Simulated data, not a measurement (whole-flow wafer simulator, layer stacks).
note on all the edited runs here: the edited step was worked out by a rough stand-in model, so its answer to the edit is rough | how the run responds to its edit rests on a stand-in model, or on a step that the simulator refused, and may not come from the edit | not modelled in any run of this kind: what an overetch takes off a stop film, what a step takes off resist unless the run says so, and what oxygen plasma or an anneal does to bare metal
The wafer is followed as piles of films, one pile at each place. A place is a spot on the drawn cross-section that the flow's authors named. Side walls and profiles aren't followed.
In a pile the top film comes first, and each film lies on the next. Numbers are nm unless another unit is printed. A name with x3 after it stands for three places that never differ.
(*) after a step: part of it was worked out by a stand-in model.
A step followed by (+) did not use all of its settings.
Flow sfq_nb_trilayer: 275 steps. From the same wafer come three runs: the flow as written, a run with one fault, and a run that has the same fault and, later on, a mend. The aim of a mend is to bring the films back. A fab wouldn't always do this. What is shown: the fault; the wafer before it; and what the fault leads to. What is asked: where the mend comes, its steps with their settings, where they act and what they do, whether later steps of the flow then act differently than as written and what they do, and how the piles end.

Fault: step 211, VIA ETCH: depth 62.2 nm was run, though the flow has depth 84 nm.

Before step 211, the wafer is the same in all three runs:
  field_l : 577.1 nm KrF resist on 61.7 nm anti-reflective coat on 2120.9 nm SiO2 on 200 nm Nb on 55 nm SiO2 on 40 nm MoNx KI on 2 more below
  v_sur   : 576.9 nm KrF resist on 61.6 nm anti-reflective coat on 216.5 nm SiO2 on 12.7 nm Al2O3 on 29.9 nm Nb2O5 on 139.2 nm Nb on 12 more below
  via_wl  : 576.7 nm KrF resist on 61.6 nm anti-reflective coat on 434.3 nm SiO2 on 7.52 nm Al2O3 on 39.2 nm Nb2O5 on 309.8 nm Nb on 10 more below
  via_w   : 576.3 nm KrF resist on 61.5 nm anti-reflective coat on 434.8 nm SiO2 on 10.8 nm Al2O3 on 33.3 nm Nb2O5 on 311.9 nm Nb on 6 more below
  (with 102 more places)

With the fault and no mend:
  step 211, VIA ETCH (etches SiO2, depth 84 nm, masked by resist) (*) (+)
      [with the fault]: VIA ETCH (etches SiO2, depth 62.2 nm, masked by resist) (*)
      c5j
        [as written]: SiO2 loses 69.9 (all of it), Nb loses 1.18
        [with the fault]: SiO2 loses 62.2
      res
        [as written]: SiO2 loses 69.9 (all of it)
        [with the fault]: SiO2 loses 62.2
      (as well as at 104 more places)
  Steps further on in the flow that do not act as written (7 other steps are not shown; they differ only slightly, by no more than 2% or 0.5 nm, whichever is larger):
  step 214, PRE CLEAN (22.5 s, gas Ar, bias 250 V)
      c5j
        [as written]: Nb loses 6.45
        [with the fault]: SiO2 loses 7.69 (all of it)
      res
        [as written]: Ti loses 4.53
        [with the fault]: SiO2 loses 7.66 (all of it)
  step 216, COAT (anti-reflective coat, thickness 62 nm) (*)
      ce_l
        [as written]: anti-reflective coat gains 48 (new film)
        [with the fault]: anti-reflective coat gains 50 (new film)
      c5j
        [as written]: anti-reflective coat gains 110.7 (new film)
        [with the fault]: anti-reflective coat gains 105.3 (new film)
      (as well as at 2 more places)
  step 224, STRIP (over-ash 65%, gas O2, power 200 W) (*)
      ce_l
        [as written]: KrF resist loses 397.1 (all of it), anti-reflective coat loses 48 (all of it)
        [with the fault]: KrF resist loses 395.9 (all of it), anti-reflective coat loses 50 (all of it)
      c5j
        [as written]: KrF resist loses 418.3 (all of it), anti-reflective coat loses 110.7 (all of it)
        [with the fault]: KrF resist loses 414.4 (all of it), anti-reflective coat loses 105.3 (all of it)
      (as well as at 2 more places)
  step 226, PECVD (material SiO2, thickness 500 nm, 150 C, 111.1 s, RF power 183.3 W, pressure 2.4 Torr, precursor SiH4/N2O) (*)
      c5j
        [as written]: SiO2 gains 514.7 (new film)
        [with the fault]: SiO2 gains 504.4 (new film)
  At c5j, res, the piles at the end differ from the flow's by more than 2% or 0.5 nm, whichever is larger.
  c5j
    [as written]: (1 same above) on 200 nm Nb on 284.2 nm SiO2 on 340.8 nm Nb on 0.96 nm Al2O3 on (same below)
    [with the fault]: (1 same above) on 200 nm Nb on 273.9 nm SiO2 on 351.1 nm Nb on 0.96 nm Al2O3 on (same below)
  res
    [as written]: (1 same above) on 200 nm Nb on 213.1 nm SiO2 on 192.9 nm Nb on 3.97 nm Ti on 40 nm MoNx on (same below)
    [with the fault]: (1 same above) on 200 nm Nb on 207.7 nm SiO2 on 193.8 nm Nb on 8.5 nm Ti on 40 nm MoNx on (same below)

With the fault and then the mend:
  After step 212 comes the mend.
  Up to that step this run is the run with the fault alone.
  step 212a, COAT (anti-reflective coat, thickness 62 nm) (*) (a further turn of the flow's step 204)
      ln_m5, p4_fl x3, p4_w1 x9 and 52 more
        anti-reflective coat gains 62 (new film)
      field_r, lsp_m, ln_m6 and 7 more
        anti-reflective coat gains 61.9 (new film)
      v_sur, via_wl
        anti-reflective coat gains 61.5 (new film)
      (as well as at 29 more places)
  step 212b, COAT (KrF resist, thickness 650 nm) (*) (a further turn of the flow's step 205)
      l0_sur, l0v, p4_fl x3 and 44 more
        KrF resist gains 650 (new film)
      wl_b_m5, wl_b_sr, wl_c_sl and 12 more
        KrF resist gains 649.9 (new film)
      ln_m6, wl_j_sl, wl_j_sr
        KrF resist gains 650.2 (new film)
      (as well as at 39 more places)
  step 212c, SOFTBAKE (KrF resist) (a further turn of the flow's step 206)
      leaves every film unchanged at each place that is followed
  step 212d, EXPOSE (photomask C5, dose 11.94 mJ/cm2, NA 0.6, wavelength 248 nm) (*) (a further turn of the flow's step 207)
      leaves every film unchanged at each place that is followed
  step 212e, PEB (KrF resist, 90 s) (a further turn of the flow's step 208)
      field_l, sp_r, res and 81 more
        KrF resist loses 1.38
      v_sur, via_wl, via_w, via_wr, via_sp, be_sur, jj_sur
        KrF resist loses 1.37
      r5r_line_l, r5r_line_c, r5r_line_r
        KrF resist loses 1.34
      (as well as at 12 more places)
  step 212f, DEVELOP (KrF resist, thickness 650 nm, 60 s) (a further turn of the flow's step 209)
      field_l, v_sur, via_wl and 101 more
        KrF resist loses 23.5
      c5j
        KrF resist loses 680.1 (all of it)
      res
        KrF resist loses 649 (all of it)
  step 212g, VIA ETCH (etches anti-reflective coat, depth 125 nm, masked by resist) (+) (a further turn of the flow's step 210)
      field_l, v_sur, via_wl and 101 more
        KrF resist loses 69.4
      c5j
        anti-reflective coat loses 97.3 (all of it), SiO2 loses 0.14
      res
        anti-reflective coat loses 86.1 (all of it), SiO2 loses 0.19
  step 212h, VIA ETCH (etches SiO2, depth 21.8 nm, masked by resist) (*) (+) (a further turn of the flow's step 211, with different settings)
      field_l, v_sur, via_wl and 101 more
        KrF resist loses 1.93
      c5j
        SiO2 loses 7.56 (all of it), Nb loses 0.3
      res
        SiO2 loses 7.46 (all of it)
  step 212i, STRIP (over-ash 65%, gas O2, power 200 W) (*) (a further turn of the flow's step 212)
      p4_fl x3, p4_w1 x9, p4_g1 x2 and 33 more
        KrF resist loses 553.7 (all of it), anti-reflective coat loses 62 (all of it)
      wl_b_sl, wl_b_m5, wl_b_sr and 13 more
        KrF resist loses 553.6 (all of it), anti-reflective coat loses 62 (all of it)
      lsp_r, l0_sur
        KrF resist loses 553.8 (all of it), anti-reflective coat loses 61.9 (all of it)
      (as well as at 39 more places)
  None of the later steps of the flow differs from how it acts as written, at any place that is followed, by more than 2% or 0.5 nm, whichever is larger.
  The piles end only slightly different from the flow's at the places that both follow, by no more than 2% or 0.5 nm, whichever is larger.
